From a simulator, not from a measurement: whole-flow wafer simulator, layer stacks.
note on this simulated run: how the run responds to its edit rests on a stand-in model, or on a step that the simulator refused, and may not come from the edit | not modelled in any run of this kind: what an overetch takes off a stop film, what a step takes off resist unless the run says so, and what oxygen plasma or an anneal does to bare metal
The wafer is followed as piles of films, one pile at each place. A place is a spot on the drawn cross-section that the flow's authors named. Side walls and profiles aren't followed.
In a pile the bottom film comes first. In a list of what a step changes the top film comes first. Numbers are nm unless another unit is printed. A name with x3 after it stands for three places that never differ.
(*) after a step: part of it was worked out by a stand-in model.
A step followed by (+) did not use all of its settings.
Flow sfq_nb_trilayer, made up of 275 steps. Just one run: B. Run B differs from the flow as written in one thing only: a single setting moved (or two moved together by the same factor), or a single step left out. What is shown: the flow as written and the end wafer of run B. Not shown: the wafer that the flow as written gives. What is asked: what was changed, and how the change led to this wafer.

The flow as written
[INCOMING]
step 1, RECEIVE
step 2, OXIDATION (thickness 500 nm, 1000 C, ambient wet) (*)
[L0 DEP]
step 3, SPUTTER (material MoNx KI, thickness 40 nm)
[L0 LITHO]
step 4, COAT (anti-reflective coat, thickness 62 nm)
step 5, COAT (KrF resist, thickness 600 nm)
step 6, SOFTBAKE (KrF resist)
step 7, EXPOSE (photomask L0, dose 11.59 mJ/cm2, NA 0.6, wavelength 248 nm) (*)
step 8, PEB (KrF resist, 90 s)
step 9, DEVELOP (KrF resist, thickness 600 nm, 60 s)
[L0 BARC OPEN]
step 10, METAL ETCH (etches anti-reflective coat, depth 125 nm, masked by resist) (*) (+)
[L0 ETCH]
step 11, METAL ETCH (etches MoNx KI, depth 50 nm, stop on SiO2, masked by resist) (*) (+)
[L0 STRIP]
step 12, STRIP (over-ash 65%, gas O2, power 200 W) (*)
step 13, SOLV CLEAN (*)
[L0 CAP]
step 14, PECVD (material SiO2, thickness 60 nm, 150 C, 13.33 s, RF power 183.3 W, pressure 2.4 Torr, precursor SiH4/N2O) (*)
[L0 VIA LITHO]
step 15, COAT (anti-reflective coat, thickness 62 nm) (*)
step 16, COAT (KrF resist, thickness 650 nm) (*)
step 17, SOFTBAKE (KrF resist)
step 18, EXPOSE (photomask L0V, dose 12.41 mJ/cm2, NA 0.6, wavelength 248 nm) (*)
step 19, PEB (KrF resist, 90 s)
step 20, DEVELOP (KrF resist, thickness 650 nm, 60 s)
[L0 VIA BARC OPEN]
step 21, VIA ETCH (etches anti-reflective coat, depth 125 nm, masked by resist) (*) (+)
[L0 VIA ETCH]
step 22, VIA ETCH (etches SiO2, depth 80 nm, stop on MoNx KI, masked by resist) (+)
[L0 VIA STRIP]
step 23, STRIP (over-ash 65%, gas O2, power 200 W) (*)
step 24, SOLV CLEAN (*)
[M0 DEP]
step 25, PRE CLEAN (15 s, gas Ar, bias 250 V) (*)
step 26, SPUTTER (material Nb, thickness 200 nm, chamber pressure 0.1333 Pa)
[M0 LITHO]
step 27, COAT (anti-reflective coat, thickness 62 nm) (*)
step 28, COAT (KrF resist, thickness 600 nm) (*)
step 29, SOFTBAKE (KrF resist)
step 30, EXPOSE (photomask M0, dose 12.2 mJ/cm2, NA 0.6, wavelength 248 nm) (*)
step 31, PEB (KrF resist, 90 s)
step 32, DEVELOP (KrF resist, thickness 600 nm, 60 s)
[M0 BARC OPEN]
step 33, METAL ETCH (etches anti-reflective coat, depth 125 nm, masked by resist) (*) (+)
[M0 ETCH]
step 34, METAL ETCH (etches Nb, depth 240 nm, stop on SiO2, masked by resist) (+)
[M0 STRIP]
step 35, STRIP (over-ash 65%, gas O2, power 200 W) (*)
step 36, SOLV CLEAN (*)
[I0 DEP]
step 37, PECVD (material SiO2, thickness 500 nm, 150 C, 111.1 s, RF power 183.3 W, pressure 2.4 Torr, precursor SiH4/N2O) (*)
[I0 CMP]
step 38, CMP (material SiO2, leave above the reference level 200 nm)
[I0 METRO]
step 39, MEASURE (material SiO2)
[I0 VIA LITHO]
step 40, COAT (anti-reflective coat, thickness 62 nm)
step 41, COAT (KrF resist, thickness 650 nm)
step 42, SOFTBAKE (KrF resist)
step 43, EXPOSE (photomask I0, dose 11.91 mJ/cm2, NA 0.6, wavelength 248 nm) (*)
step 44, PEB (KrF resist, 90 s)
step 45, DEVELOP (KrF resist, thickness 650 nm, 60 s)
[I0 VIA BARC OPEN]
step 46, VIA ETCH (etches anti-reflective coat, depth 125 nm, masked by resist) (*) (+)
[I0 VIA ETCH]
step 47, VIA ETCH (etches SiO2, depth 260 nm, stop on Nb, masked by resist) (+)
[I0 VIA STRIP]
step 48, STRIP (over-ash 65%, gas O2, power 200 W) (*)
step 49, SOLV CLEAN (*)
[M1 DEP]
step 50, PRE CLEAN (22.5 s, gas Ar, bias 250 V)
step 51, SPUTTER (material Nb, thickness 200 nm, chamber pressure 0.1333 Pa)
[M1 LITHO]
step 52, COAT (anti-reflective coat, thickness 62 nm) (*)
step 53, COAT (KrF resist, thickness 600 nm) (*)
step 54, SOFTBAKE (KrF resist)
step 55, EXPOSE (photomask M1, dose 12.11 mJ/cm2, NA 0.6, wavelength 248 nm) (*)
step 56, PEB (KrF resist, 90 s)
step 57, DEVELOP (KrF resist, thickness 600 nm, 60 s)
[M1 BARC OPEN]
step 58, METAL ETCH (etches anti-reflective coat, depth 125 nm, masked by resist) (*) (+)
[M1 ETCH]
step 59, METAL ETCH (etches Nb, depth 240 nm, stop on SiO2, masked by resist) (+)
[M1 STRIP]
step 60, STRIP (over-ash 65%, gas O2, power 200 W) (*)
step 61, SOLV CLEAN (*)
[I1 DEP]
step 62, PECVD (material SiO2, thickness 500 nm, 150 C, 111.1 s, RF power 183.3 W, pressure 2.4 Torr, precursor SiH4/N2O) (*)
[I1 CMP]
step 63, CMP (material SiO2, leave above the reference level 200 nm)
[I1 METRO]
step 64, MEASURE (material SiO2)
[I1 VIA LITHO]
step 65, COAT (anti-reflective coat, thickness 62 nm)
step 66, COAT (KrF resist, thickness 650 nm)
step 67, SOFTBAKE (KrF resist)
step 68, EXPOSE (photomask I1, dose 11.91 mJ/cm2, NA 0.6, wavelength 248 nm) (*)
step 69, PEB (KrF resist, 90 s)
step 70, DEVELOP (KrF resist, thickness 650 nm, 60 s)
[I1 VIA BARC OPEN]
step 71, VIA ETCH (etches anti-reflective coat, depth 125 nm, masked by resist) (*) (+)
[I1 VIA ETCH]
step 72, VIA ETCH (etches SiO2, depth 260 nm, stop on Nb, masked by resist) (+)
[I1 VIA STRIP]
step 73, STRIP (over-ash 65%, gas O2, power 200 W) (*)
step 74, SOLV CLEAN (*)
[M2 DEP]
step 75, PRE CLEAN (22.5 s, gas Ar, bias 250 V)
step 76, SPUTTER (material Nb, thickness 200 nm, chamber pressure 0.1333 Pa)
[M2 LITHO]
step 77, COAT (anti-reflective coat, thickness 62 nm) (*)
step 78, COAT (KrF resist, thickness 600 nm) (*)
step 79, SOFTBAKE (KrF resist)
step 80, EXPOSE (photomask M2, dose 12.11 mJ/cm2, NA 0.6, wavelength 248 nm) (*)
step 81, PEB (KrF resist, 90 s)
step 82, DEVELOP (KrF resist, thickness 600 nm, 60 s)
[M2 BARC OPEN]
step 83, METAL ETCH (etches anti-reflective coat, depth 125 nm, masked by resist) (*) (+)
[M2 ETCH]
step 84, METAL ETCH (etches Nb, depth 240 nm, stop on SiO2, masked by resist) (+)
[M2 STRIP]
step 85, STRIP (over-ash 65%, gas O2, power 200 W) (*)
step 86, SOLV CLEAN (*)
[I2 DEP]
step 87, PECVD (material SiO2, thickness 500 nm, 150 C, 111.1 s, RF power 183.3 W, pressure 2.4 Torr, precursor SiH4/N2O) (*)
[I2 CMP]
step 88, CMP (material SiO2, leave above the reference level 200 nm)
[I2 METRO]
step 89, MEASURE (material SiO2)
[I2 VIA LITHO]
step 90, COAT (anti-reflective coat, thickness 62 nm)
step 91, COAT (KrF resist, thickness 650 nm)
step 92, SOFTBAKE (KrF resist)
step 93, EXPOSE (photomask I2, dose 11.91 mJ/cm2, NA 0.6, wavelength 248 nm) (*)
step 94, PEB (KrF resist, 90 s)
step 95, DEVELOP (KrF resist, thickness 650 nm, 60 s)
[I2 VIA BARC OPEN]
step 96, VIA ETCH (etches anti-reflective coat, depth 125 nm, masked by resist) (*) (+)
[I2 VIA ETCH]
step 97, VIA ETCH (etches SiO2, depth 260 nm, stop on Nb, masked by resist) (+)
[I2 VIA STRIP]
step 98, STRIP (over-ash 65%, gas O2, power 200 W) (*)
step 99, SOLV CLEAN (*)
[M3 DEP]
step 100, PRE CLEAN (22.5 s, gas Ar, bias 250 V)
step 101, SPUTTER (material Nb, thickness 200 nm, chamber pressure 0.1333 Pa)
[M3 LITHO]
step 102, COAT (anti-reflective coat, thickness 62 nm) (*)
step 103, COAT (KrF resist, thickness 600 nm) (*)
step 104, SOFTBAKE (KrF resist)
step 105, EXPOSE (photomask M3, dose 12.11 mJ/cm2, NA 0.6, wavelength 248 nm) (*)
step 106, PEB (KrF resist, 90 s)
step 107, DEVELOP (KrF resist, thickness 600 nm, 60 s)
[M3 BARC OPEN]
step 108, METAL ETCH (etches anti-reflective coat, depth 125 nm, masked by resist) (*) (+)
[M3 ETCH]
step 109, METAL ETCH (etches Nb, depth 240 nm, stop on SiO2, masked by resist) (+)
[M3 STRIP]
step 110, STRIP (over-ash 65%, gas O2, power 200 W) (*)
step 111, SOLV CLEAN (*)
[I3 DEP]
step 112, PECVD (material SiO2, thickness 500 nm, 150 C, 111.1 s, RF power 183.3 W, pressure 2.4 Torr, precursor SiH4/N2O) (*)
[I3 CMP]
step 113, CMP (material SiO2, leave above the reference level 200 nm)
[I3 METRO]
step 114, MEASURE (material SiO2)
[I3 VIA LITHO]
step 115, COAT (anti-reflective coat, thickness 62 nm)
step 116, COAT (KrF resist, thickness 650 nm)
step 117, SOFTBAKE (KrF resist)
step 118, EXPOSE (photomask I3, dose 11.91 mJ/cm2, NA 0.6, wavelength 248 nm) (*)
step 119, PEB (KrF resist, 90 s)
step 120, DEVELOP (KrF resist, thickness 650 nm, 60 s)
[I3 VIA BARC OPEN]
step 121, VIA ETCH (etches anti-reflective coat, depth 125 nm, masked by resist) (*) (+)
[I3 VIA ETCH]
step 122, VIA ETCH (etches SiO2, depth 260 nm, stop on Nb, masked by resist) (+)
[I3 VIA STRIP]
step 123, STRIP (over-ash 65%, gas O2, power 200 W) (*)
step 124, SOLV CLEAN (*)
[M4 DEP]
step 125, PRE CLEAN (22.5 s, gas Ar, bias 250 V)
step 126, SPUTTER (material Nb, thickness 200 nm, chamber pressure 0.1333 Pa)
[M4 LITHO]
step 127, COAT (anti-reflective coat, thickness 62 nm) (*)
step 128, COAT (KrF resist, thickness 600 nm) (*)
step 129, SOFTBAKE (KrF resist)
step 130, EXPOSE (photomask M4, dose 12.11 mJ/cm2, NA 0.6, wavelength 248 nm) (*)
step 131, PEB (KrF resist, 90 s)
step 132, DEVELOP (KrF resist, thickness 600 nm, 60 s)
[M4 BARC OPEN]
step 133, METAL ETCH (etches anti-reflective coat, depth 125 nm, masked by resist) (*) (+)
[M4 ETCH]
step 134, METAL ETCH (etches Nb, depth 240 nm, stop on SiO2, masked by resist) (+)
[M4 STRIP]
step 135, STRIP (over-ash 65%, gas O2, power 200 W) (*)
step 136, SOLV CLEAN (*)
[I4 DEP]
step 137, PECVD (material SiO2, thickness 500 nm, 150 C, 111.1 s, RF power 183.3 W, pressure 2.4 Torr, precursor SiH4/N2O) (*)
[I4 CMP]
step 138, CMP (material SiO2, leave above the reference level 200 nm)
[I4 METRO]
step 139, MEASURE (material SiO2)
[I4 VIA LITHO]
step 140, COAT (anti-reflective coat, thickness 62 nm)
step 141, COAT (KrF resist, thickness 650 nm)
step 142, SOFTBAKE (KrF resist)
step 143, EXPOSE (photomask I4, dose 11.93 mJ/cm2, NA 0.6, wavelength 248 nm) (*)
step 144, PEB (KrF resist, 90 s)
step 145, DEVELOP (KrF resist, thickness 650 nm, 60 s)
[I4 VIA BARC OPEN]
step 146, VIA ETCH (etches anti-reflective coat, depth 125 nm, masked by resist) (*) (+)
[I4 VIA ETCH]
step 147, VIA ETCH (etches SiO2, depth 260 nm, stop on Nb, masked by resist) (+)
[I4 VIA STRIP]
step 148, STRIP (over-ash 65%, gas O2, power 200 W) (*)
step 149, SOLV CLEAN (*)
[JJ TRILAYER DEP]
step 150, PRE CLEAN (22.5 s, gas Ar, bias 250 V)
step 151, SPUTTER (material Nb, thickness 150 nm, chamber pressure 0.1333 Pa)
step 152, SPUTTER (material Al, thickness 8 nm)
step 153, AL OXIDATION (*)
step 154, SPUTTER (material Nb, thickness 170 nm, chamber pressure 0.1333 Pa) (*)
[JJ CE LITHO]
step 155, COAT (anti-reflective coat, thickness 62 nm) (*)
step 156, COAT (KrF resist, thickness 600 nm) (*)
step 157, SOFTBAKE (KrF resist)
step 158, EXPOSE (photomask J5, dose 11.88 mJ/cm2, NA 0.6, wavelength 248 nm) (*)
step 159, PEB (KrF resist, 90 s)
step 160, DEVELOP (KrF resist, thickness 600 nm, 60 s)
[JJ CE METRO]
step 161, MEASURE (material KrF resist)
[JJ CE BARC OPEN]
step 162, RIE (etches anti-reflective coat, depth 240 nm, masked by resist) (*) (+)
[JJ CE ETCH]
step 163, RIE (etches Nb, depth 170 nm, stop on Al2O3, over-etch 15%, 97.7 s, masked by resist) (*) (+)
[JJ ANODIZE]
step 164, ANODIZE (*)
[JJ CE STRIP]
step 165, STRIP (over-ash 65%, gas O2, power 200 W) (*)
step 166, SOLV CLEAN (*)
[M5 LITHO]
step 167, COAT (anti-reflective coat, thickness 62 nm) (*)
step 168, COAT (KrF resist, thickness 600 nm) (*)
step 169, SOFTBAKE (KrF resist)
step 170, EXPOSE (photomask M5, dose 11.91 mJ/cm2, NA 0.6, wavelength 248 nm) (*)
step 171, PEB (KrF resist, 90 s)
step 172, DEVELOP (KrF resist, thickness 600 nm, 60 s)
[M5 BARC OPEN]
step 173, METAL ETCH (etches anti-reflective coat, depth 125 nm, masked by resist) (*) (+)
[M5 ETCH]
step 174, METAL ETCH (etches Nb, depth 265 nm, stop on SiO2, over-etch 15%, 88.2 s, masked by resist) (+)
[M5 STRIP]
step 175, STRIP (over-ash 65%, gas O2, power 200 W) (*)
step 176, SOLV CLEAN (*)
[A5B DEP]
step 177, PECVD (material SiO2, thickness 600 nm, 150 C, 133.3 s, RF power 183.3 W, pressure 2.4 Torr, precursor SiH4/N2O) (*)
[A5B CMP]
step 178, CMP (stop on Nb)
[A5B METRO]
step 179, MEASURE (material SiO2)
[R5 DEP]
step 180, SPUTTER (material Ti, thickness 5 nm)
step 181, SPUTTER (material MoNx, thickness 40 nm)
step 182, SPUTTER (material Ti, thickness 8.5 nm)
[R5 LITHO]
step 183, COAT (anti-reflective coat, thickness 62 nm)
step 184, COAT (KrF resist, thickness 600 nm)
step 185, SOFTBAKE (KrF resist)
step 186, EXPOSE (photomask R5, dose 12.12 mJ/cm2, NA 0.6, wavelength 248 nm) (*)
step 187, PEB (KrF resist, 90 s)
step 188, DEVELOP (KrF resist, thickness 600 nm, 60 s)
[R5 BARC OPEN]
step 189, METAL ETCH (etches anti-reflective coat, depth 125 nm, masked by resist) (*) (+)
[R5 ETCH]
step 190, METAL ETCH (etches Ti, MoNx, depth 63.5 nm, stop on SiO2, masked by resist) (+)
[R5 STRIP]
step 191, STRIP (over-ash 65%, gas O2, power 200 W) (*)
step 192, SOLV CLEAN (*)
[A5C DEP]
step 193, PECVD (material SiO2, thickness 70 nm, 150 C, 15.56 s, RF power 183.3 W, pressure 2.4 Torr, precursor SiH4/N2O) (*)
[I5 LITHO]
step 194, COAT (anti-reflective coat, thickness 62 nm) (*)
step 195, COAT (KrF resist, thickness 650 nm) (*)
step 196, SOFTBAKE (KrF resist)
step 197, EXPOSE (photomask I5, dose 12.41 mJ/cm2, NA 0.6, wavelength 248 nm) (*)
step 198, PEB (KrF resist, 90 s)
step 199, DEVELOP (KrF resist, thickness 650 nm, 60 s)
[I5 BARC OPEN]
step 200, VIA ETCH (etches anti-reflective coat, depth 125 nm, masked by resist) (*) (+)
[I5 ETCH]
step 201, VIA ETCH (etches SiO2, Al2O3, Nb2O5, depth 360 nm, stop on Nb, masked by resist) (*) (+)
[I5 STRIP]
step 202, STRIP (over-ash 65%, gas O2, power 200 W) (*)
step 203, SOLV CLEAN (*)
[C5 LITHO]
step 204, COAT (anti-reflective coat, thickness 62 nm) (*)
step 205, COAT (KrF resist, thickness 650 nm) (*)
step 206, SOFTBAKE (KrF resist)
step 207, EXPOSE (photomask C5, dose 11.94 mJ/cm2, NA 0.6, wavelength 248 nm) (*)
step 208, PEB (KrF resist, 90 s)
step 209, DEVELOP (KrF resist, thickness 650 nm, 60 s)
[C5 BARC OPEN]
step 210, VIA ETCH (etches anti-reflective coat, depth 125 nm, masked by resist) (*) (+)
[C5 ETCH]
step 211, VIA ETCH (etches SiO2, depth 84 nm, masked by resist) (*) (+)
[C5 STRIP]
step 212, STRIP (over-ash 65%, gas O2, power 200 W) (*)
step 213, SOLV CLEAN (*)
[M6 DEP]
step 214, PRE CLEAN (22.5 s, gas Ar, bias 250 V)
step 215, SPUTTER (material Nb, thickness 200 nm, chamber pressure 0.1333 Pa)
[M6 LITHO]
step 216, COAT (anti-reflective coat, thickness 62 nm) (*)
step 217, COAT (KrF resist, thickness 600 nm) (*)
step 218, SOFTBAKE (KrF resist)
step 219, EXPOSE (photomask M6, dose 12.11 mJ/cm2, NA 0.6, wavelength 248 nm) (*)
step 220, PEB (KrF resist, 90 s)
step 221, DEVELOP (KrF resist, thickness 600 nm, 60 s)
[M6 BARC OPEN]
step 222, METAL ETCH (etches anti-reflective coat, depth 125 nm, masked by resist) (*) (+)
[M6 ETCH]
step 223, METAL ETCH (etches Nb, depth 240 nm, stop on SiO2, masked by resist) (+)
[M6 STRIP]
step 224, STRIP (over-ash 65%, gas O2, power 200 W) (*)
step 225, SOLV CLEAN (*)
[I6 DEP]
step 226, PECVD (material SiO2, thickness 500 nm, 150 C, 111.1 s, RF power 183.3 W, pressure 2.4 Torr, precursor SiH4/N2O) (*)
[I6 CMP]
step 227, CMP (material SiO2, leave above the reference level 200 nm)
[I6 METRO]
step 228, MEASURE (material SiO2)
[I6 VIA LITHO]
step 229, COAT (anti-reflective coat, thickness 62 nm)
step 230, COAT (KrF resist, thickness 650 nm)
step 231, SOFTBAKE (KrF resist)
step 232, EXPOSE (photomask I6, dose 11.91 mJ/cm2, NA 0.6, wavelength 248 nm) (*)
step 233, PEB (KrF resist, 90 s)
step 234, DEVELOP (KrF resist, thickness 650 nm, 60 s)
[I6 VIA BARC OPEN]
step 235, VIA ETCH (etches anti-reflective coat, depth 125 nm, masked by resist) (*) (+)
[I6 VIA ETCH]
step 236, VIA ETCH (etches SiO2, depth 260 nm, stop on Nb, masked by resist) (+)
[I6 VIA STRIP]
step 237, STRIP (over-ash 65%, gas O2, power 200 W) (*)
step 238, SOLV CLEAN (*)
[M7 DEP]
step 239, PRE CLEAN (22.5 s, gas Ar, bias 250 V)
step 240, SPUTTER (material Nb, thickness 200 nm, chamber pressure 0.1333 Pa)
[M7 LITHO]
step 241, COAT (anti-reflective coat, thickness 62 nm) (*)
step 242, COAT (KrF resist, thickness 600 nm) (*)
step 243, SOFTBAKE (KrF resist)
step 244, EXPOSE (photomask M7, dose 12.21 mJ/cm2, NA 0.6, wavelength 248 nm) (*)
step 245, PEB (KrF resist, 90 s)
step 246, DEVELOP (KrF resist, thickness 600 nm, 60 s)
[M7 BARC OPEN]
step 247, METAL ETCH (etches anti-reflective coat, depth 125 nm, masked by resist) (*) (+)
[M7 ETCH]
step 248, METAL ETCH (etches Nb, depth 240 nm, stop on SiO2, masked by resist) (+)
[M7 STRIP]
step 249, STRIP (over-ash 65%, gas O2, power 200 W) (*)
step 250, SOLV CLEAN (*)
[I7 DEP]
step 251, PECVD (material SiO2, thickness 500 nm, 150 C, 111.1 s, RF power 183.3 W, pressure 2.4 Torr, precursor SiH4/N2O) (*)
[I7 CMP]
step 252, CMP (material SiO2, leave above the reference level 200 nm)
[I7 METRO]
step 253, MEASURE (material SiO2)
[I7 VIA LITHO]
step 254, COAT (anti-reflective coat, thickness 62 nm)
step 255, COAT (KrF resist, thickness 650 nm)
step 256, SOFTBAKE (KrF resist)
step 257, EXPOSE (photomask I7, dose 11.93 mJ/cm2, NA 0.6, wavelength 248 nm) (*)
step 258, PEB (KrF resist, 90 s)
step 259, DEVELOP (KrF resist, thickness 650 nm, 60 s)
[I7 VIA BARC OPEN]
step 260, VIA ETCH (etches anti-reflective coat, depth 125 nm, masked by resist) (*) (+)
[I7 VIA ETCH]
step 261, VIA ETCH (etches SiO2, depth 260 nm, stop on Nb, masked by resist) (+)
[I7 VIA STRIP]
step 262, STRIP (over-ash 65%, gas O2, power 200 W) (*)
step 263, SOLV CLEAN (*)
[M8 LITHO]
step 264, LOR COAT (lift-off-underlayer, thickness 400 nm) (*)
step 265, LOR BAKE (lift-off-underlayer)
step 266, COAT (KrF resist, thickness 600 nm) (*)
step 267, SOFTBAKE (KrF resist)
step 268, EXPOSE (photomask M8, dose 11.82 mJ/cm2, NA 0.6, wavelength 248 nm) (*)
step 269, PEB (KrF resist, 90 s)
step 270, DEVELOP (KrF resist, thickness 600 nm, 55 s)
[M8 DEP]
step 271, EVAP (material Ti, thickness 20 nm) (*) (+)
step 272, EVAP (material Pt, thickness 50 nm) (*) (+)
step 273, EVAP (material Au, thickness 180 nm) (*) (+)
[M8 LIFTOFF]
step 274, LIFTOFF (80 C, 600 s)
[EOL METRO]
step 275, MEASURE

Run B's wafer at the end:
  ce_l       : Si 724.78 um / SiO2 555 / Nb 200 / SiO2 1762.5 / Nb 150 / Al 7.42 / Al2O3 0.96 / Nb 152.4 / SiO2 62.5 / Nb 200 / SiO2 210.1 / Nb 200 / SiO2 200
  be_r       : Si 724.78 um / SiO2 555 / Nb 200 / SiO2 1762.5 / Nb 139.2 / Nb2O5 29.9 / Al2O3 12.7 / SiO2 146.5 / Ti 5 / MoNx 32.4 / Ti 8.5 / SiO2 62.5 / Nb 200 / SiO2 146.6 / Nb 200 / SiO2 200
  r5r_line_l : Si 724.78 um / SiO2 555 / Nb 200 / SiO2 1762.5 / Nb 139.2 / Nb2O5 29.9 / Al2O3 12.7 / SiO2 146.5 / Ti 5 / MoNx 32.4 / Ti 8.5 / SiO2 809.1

The reason: step 181, SPUTTER: thickness 32.4 nm was run, while the flow as written has thickness 40 nm.
One can read it off the wafer: be_r has MoNx 32.4, and step 181 as written asks for 40 nm.

How this came from the change, step by step:
  step 181, SPUTTER (material MoNx, thickness 40 nm)
      field_l, v_sur, via_wl and 103 more: MoNx gains 32.4 (new film) (it would be, as written: MoNx gains 40 (new film))
  step 190, METAL ETCH (etches Ti, MoNx, depth 63.5 nm, stop on SiO2, masked by resist) (+)
      field_l, v_sur, via_wl and 92 more: Ti loses 8.5 (all of it), MoNx loses 32.4 (all of it), Ti loses 5 (all of it) (it would be, as written: Ti loses 8.5 (all of it), MoNx loses 40 (all of it), Ti loses 5 (all of it))
      ce_l, c5j, ce_r, wl_jj: Ti loses 8.5 (all of it), MoNx loses 32.4 (all of it), Ti loses 5 (all of it), Nb loses 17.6 (it would be, as written: Ti loses 8.5 (all of it), MoNx loses 40 (all of it), Ti loses 5 (all of it), Nb loses 10)
  step 194, COAT (anti-reflective coat, thickness 62 nm) (*)
      wl_j_sl, wl_j_sr: anti-reflective coat gains 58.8 (new film) (it would be, as written: anti-reflective coat gains 60.2 (new film))
      r5r_spacepad_l, r5r_spacepad_r: anti-reflective coat gains 81.1 (new film) (it would be, as written: anti-reflective coat gains 84.4 (new film))
      (as well as at 11 more places)
  step 202, STRIP (over-ash 65%, gas O2, power 200 W) (*)
      wl_j_sl, wl_j_sr: KrF resist loses 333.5 (all of it), anti-reflective coat loses 58.8 (all of it) (it would be, as written: KrF resist loses 333.3 (all of it), anti-reflective coat loses 60.2 (all of it))
      r5r_spacepad_l, r5r_spacepad_r: KrF resist loses 335.3 (all of it), anti-reflective coat loses 81.1 (all of it) (it would be, as written: KrF resist loses 335.6 (all of it), anti-reflective coat loses 84.4 (all of it))
      (as well as at 11 more places)
  step 204, COAT (anti-reflective coat, thickness 62 nm) (*)
      wl_j_sl, wl_j_sr: anti-reflective coat gains 58.8 (new film) (it would be, as written: anti-reflective coat gains 60.2 (new film))
      r5r_spacepad_l, r5r_spacepad_r: anti-reflective coat gains 81.1 (new film) (it would be, as written: anti-reflective coat gains 84.4 (new film))
      (as well as at 11 more places)
  step 210, VIA ETCH (etches anti-reflective coat, depth 125 nm, masked by resist) (*) (+)
      c5j: anti-reflective coat loses 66 (all of it), SiO2 loses 0.1 (it would be, as written: anti-reflective coat loses 63.9 (all of it), SiO2 loses 0.11)
  step 212, STRIP (over-ash 65%, gas O2, power 200 W) (*)
      wl_j_sl, wl_j_sr: KrF resist loses 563 (all of it), anti-reflective coat loses 58.8 (all of it) (it would be, as written: KrF resist loses 563.4 (all of it), anti-reflective coat loses 60.2 (all of it))
      r5r_spacepad_l, r5r_spacepad_r: KrF resist loses 564.9 (all of it), anti-reflective coat loses 81.1 (all of it) (it would be, as written: KrF resist loses 565.8 (all of it), anti-reflective coat loses 84.4 (all of it))
      (as well as at 10 more places)
  step 216, COAT (anti-reflective coat, thickness 62 nm) (*)
      r5r_line_l, r5r_line_c, r5r_line_r: anti-reflective coat gains 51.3 (new film) (it would be, as written: anti-reflective coat gains 50 (new film))
      wl_j_sl, wl_j_sr: anti-reflective coat gains 58.9 (new film) (it would be, as written: anti-reflective coat gains 60.2 (new film))
      (as well as at 10 more places)
  step 222, METAL ETCH (etches anti-reflective coat, depth 125 nm, masked by resist) (*) (+)
      r5r_line_l, r5r_line_c, r5r_line_r: anti-reflective coat loses 51.3 (all of it) (it would be, as written: anti-reflective coat loses 50 (all of it))
      r5r_spacepad_l, r5r_spacepad_r: anti-reflective coat loses 82 (all of it) (it would be, as written: anti-reflective coat loses 85.7 (all of it))
      (as well as at 1 more place)
  step 224, STRIP (over-ash 65%, gas O2, power 200 W) (*)
      wl_j_sl, wl_j_sr: KrF resist loses 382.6 (all of it), anti-reflective coat loses 58.9 (all of it) (it would be, as written: KrF resist loses 382.5 (all of it), anti-reflective coat loses 60.2 (all of it))
      jj_sur: KrF resist loses 378.2 (all of it), anti-reflective coat loses 54.6 (all of it) (it would be, as written: KrF resist loses 378.5 (all of it), anti-reflective coat loses 56.1 (all of it))
      (as well as at 6 more places)
  step 227, CMP (material SiO2, leave above the reference level 200 nm)
      ce_l, ce_r, wl_jj: SiO2 loses 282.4 (it would be, as written: SiO2 loses 290)
      be_r, r_sur, r_end: SiO2 loses 345.9 (it would be, as written: SiO2 loses 353.5)
      (as well as at 7 more places)
